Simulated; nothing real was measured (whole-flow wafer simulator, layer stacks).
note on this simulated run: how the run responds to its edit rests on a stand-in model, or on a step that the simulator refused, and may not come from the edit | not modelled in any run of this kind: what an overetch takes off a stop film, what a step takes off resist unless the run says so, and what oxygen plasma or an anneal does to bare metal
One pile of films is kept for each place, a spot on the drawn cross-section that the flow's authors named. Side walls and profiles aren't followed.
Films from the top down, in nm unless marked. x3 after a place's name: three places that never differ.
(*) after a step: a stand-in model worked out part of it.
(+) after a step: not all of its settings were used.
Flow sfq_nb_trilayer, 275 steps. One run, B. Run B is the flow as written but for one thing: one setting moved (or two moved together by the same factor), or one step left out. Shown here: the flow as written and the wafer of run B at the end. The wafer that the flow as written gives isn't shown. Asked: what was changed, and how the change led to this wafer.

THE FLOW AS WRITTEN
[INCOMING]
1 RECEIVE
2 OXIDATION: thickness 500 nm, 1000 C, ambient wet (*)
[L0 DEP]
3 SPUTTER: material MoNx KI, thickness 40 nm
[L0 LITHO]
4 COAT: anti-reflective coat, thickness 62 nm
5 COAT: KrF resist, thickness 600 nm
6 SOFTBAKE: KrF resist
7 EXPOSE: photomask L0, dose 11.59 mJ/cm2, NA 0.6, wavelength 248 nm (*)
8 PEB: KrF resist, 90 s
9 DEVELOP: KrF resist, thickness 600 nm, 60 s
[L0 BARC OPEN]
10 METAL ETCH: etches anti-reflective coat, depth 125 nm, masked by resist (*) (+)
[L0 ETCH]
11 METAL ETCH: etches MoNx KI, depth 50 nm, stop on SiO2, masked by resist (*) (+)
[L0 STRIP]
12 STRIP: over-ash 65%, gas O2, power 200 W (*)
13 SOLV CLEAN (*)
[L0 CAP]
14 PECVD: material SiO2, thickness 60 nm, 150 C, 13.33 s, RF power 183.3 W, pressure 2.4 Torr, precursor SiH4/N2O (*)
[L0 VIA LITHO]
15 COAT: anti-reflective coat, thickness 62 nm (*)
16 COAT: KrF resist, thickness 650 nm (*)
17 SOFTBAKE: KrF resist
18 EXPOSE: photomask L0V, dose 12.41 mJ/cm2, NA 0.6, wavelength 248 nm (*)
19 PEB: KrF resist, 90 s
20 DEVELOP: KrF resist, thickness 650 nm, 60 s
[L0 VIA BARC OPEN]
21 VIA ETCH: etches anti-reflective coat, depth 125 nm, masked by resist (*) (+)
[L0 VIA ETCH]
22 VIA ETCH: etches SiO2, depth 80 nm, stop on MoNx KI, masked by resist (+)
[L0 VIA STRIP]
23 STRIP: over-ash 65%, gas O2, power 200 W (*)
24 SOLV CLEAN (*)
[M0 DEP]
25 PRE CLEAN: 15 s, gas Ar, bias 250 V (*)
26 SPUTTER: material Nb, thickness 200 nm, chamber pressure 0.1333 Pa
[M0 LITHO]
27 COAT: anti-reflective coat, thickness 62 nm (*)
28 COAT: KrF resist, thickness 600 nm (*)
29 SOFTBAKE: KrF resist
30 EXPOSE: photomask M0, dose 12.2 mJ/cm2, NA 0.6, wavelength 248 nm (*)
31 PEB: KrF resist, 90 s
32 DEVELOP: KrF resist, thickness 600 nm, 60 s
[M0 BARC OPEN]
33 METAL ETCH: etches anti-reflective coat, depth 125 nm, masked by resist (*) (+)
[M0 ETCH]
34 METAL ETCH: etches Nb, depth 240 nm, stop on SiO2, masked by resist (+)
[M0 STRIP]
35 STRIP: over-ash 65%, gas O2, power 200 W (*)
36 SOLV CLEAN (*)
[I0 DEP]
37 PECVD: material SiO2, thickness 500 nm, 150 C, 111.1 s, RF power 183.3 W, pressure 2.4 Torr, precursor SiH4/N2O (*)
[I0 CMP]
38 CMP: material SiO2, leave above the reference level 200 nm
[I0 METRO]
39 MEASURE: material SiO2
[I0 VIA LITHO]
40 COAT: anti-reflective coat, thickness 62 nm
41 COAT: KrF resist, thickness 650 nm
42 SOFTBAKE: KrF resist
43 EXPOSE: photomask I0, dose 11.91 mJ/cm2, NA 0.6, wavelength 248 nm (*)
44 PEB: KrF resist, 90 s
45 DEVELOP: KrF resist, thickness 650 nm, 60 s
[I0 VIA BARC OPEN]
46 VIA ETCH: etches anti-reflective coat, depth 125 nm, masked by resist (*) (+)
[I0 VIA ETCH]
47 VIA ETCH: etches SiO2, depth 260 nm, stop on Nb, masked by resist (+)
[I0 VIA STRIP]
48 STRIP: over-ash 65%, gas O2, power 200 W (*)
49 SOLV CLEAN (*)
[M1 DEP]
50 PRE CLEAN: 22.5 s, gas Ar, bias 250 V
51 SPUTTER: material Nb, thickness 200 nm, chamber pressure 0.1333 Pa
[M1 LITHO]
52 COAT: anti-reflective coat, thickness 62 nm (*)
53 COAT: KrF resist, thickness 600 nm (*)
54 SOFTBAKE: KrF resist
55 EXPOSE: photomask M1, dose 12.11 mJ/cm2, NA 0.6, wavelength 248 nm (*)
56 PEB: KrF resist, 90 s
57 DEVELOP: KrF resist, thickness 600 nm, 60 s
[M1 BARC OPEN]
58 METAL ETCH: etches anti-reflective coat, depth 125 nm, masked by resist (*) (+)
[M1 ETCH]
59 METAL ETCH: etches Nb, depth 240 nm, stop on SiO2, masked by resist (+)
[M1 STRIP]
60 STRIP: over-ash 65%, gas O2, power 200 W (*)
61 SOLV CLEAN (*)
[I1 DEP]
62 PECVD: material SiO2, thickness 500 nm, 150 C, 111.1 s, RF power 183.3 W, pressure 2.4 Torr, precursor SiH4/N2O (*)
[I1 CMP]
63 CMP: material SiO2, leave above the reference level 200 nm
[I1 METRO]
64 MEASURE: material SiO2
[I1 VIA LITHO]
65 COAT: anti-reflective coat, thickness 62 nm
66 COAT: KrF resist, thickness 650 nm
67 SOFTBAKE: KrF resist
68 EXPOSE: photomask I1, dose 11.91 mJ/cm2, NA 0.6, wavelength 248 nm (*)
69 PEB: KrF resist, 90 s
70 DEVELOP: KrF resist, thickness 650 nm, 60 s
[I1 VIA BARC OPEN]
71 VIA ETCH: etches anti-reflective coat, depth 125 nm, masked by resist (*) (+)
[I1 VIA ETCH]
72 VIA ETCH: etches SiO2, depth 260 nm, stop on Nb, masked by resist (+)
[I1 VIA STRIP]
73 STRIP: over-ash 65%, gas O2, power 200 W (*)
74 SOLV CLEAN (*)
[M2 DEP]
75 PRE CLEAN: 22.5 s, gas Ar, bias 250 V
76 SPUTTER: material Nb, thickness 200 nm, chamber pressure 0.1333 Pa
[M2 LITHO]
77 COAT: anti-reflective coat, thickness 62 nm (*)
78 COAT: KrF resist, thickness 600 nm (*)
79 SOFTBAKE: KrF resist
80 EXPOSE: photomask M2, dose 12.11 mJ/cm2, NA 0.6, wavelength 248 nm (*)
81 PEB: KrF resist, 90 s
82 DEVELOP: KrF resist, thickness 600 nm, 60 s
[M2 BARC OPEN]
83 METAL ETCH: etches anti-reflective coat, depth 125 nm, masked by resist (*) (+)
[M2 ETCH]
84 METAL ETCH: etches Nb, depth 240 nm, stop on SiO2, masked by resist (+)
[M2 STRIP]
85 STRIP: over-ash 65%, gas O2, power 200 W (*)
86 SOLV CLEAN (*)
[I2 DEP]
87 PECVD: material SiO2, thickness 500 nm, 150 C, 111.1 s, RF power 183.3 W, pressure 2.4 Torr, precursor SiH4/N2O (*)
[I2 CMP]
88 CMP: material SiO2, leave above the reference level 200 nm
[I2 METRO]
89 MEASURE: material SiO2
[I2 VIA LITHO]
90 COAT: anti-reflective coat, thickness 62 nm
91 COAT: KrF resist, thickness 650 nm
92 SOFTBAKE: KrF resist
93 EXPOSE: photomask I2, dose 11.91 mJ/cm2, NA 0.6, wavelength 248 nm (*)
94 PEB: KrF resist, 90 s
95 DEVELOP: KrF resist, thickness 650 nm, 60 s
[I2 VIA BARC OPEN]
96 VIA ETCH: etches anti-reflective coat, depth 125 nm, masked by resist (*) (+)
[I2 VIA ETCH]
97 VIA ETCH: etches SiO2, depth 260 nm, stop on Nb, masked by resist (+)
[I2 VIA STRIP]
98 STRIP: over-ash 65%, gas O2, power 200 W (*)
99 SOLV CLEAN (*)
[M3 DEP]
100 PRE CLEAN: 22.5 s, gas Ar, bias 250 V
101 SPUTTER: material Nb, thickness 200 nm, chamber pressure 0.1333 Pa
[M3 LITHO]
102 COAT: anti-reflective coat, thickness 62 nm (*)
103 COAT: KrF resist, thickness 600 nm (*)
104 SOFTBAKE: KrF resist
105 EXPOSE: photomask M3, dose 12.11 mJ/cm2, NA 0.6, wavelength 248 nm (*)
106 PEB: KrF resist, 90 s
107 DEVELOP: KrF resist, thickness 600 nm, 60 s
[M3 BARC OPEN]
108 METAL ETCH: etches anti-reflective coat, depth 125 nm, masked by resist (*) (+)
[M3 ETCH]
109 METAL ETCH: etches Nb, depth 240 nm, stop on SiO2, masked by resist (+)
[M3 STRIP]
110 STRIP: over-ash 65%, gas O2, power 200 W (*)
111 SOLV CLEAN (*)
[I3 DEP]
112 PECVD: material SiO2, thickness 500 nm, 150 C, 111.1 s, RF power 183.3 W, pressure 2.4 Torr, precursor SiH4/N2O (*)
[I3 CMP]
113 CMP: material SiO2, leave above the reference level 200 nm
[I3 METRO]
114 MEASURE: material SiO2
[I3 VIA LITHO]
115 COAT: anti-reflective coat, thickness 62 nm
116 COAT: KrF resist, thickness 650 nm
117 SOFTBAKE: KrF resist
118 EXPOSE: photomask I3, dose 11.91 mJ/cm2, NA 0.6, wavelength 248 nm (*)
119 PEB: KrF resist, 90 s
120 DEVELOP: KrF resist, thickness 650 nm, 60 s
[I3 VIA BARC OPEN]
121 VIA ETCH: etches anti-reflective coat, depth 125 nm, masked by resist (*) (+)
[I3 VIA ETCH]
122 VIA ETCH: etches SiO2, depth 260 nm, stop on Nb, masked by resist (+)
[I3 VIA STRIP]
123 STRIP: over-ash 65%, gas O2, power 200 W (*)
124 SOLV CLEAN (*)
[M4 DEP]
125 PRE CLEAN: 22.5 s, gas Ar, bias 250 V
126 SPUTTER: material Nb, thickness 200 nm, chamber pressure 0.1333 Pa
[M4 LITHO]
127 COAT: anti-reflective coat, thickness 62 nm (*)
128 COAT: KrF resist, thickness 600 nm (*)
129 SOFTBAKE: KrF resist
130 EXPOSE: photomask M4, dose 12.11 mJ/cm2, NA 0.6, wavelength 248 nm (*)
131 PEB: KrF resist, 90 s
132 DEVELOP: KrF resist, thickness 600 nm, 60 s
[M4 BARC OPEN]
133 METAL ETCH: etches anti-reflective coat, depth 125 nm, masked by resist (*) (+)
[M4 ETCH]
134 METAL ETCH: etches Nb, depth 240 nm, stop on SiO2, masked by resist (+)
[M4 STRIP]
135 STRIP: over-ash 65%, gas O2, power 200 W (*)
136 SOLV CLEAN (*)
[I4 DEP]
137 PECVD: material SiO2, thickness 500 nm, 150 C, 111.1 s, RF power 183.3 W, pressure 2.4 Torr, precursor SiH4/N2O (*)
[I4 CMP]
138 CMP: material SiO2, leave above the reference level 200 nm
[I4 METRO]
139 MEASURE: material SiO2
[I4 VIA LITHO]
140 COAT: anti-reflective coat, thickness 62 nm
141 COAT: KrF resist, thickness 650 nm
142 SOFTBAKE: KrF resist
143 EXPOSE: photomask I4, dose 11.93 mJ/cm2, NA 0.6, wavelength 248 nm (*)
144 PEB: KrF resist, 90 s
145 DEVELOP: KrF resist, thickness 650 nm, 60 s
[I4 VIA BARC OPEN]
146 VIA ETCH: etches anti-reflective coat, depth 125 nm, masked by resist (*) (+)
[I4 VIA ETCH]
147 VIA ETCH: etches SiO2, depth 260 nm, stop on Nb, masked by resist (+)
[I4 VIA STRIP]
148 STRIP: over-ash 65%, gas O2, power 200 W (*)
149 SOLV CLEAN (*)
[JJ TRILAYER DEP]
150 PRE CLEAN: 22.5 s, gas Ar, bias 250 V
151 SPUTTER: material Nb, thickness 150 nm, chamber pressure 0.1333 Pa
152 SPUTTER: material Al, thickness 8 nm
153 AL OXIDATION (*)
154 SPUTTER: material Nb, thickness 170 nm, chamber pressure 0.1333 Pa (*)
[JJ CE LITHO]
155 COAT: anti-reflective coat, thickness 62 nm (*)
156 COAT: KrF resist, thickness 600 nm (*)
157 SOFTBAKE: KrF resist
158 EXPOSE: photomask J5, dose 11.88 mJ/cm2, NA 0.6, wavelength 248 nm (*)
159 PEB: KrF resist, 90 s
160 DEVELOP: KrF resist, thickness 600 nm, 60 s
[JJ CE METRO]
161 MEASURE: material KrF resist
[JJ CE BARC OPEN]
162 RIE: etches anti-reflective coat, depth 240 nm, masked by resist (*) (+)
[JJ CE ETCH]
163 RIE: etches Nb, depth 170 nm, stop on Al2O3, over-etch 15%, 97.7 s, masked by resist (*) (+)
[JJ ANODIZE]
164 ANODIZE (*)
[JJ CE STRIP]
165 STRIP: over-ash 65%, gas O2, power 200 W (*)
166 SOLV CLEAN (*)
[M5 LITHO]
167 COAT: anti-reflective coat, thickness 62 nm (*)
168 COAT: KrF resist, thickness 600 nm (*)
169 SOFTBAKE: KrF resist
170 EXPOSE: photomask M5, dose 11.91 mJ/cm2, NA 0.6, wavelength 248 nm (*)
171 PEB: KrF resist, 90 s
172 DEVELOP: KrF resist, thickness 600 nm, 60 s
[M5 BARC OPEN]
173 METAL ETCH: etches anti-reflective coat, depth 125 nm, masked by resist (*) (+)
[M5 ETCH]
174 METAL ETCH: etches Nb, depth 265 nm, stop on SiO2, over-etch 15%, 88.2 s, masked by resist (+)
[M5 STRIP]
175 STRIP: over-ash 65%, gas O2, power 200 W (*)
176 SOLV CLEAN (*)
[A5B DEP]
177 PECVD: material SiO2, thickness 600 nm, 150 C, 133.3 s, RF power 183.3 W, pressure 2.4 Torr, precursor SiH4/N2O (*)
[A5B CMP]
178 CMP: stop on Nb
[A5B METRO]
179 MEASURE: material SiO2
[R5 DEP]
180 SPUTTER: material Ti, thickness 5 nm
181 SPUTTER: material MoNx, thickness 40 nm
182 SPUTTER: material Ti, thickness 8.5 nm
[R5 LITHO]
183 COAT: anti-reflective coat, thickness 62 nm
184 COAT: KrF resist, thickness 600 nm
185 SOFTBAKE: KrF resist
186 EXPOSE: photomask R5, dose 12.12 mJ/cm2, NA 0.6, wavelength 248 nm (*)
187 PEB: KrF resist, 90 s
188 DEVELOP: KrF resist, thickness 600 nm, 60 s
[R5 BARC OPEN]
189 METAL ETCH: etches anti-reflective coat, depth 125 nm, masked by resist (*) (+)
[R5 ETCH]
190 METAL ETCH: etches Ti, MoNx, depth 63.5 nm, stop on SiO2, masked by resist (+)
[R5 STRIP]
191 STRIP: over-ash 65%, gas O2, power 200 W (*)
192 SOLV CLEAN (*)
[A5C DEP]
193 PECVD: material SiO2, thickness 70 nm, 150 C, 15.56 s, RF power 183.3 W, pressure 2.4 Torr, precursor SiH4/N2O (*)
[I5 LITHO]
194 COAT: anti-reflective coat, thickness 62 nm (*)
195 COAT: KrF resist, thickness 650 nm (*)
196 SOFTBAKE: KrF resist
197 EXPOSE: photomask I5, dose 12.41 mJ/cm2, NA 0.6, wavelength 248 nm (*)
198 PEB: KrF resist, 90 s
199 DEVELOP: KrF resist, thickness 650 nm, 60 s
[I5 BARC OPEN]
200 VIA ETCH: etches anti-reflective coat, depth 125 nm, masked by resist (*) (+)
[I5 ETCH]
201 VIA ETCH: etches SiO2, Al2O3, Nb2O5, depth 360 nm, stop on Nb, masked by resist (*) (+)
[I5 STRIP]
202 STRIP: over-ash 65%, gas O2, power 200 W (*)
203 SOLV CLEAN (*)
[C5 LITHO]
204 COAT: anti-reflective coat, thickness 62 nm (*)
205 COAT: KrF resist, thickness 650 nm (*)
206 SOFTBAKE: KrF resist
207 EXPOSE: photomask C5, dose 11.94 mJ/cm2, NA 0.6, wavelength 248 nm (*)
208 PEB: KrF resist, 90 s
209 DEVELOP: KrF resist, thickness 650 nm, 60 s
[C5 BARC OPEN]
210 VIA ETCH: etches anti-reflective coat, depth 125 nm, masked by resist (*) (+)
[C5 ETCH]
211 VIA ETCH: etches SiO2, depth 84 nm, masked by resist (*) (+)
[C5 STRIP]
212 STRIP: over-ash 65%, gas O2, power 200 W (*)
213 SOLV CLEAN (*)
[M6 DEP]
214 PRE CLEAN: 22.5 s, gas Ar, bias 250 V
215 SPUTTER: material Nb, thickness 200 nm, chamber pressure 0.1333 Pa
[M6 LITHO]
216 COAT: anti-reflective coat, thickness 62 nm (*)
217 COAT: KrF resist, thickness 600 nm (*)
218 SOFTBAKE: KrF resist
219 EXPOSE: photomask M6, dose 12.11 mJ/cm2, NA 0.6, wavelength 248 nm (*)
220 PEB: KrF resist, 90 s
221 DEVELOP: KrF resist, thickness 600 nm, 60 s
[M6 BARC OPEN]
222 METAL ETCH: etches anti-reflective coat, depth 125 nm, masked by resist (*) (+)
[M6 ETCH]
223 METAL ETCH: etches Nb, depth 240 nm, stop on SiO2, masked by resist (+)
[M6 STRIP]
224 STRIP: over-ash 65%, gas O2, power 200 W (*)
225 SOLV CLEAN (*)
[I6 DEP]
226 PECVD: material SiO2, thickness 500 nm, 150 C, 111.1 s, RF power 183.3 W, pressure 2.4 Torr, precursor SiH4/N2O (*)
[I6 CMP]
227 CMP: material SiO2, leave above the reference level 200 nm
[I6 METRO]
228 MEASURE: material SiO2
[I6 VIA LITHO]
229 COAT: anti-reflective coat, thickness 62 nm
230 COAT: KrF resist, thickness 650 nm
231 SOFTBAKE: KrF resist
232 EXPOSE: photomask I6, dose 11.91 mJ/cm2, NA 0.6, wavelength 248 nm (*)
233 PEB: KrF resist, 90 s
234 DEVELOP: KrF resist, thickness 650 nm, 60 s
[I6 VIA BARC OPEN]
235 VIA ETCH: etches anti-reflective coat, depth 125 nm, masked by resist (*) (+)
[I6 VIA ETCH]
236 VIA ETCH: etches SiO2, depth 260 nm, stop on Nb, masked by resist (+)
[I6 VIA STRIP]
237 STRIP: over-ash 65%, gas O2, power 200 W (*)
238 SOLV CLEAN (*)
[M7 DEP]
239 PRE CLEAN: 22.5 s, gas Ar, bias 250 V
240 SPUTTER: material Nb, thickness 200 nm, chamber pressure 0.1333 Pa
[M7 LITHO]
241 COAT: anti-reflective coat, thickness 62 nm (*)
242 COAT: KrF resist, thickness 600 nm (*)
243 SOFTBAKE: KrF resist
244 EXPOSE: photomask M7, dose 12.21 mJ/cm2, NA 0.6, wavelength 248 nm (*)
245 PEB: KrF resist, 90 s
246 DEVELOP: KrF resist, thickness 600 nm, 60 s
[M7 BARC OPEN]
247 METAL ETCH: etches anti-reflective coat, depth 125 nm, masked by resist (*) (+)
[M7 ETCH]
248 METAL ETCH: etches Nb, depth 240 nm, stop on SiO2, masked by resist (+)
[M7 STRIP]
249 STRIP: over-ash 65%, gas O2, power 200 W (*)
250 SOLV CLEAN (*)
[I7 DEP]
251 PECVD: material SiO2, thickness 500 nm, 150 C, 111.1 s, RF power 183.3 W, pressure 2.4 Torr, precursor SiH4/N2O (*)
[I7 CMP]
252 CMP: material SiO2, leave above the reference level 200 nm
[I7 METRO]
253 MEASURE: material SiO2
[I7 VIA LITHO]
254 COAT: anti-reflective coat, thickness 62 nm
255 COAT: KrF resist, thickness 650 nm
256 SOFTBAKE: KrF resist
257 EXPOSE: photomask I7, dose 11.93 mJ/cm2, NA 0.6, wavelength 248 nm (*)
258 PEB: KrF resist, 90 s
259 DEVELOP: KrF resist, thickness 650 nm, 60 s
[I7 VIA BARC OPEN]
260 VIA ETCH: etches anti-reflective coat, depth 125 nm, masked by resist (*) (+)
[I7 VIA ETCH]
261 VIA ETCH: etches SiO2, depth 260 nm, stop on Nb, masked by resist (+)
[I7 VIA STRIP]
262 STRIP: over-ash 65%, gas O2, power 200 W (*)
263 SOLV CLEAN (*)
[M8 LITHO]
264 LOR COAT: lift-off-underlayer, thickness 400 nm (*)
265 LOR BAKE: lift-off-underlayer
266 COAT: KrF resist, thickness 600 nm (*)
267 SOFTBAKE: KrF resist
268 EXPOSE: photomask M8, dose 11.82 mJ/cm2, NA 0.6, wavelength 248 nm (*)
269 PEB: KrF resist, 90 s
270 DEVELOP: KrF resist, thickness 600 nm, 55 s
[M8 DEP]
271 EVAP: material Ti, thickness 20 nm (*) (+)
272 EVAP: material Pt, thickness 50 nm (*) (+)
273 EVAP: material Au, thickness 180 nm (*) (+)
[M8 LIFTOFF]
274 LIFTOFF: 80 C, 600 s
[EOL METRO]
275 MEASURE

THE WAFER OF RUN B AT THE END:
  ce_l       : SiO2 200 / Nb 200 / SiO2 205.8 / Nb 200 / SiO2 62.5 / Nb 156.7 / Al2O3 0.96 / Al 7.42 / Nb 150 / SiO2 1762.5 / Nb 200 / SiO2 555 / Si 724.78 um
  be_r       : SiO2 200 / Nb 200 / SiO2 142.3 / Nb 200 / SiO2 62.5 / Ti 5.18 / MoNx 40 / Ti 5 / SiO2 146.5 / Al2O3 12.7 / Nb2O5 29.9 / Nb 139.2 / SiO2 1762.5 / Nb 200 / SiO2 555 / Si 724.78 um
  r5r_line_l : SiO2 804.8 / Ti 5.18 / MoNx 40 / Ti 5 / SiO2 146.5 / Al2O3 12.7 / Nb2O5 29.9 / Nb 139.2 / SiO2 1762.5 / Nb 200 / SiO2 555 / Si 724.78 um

The cause: step 182, SPUTTER: thickness 5.18 nm was run, where the flow has thickness 8.5 nm.
It can be read off the wafer: be_r has Ti 5.18, and step 182 as written asks for 8.5 nm.

How the change led to this, step by step:
  182 SPUTTER: material Ti, thickness 8.5 nm
      field_l, v_sur, via_wl and 103 more: Ti +5.18 (new film) (as written it would be: Ti +8.5 (new film))
  190 METAL ETCH: etches Ti, MoNx, depth 63.5 nm, stop on SiO2, masked by resist (+)
      field_l, v_sur, via_wl and 92 more: Ti -5.18 (all of it), MoNx -40 (all of it), Ti -5 (all of it) (as written it would be: Ti -8.5 (all of it), MoNx -40 (all of it), Ti -5 (all of it))
      ce_l, c5j, ce_r, wl_jj: Ti -5.18 (all of it), MoNx -40 (all of it), Ti -5 (all of it), Nb -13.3 (as written it would be: Ti -8.5 (all of it), MoNx -40 (all of it), Ti -5 (all of it), Nb -10)
  194 COAT: anti-reflective coat, thickness 62 nm (*)
      ce_l: anti-reflective coat +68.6 (new film) (as written it would be: anti-reflective coat +67.2 (new film))
      sp_r: anti-reflective coat +69.2 (new film) (as written it would be: anti-reflective coat +70.7 (new film))
  202 STRIP: over-ash 65%, gas O2, power 200 W (*)
      ce_l: KrF resist -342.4 (all of it), anti-reflective coat -68.6 (all of it) (as written it would be: KrF resist -341.5 (all of it), anti-reflective coat -67.2 (all of it))
      sp_r: KrF resist -337.3 (all of it), anti-reflective coat -69.2 (all of it) (as written it would be: KrF resist -337.2 (all of it), anti-reflective coat -70.7 (all of it))
  204 COAT: anti-reflective coat, thickness 62 nm (*)
      ce_l: anti-reflective coat +67.5 (new film) (as written it would be: anti-reflective coat +66 (new film))
      sp_r: anti-reflective coat +68.4 (new film) (as written it would be: anti-reflective coat +69.9 (new film))
  212 STRIP: over-ash 65%, gas O2, power 200 W (*)
      ce_l: KrF resist -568 (all of it), anti-reflective coat -67.5 (all of it) (as written it would be: KrF resist -567.4 (all of it), anti-reflective coat -66 (all of it))
      sp_r: KrF resist -565.1 (all of it), anti-reflective coat -68.4 (all of it) (as written it would be: KrF resist -565.3 (all of it), anti-reflective coat -69.9 (all of it))
  216 COAT: anti-reflective coat, thickness 62 nm (*)
      ce_l: anti-reflective coat +49 (new film) (as written it would be: anti-reflective coat +48 (new film))
      sp_r: anti-reflective coat +64.3 (new film) (as written it would be: anti-reflective coat +65.9 (new film))
  224 STRIP: over-ash 65%, gas O2, power 200 W (*)
      ce_l: KrF resist -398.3 (all of it), anti-reflective coat -49 (all of it) (as written it would be: KrF resist -397.1 (all of it), anti-reflective coat -48 (all of it))
      sp_r: KrF resist -382.1 (all of it), anti-reflective coat -64.3 (all of it) (as written it would be: KrF resist -382 (all of it), anti-reflective coat -65.9 (all of it))
  227 CMP: material SiO2, leave above the reference level 200 nm
      r5r_line_l, r5r_spacepad_l, r5r_spacepad_r, r5r_line_c, r5r_line_r: SiO2 -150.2 (as written it would be: SiO2 -153.5)
